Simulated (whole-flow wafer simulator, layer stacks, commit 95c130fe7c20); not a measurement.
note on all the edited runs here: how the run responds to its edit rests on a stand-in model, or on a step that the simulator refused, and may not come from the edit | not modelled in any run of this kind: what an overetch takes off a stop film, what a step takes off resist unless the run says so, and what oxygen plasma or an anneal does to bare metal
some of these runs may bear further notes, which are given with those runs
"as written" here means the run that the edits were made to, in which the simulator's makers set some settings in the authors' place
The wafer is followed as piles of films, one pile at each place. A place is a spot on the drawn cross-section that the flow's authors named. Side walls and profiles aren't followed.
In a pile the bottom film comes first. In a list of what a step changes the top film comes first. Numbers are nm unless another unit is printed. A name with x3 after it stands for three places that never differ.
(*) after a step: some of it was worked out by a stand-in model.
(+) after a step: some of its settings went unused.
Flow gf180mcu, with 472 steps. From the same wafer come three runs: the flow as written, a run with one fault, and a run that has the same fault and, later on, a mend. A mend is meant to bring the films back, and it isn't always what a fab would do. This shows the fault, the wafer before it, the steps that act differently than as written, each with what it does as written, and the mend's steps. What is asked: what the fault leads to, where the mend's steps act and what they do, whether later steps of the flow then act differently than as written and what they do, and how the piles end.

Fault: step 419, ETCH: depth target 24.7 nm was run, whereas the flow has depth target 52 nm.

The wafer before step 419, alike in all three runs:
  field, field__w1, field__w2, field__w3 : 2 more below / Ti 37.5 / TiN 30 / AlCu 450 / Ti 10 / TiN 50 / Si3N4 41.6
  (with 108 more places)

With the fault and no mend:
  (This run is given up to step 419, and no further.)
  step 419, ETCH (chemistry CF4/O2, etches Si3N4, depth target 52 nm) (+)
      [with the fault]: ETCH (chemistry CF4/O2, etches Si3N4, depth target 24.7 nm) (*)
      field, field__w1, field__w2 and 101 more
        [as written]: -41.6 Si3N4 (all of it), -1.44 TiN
        [with the fault]: -24.7 Si3N4
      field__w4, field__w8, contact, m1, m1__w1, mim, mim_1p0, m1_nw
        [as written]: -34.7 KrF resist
        [with the fault]: -16.5 KrF resist
  After step 419, at field, field__w1, field__w2 and 102 more, the piles differ from the flow's by more than 2% or 0.5 nm, whichever is larger.
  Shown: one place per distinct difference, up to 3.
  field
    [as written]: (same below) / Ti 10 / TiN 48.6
    [with the fault]: (same below) / Ti 10 / TiN 50 / Si3N4 16.9
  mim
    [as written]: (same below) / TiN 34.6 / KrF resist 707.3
    [with the fault]: (same below) / TiN 34.6 / KrF resist 725.5

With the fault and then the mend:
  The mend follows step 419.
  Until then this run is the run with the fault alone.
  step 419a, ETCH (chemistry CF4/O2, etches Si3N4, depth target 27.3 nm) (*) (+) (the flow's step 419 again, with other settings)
      field, field__w1, field__w2 and 101 more
        -16.9 Si3N4 (all of it), -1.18 TiN
      field__w4, field__w8, contact, m1, m1__w1, mim, mim_1p0, m1_nw
        -16.9 KrF resist
  Later steps of the flow that are run all act as written at every place that is followed, up to a difference of at most 2% or 0.5 nm, whichever is larger.
  By the end, the piles equal the flow's at every place that both follow.
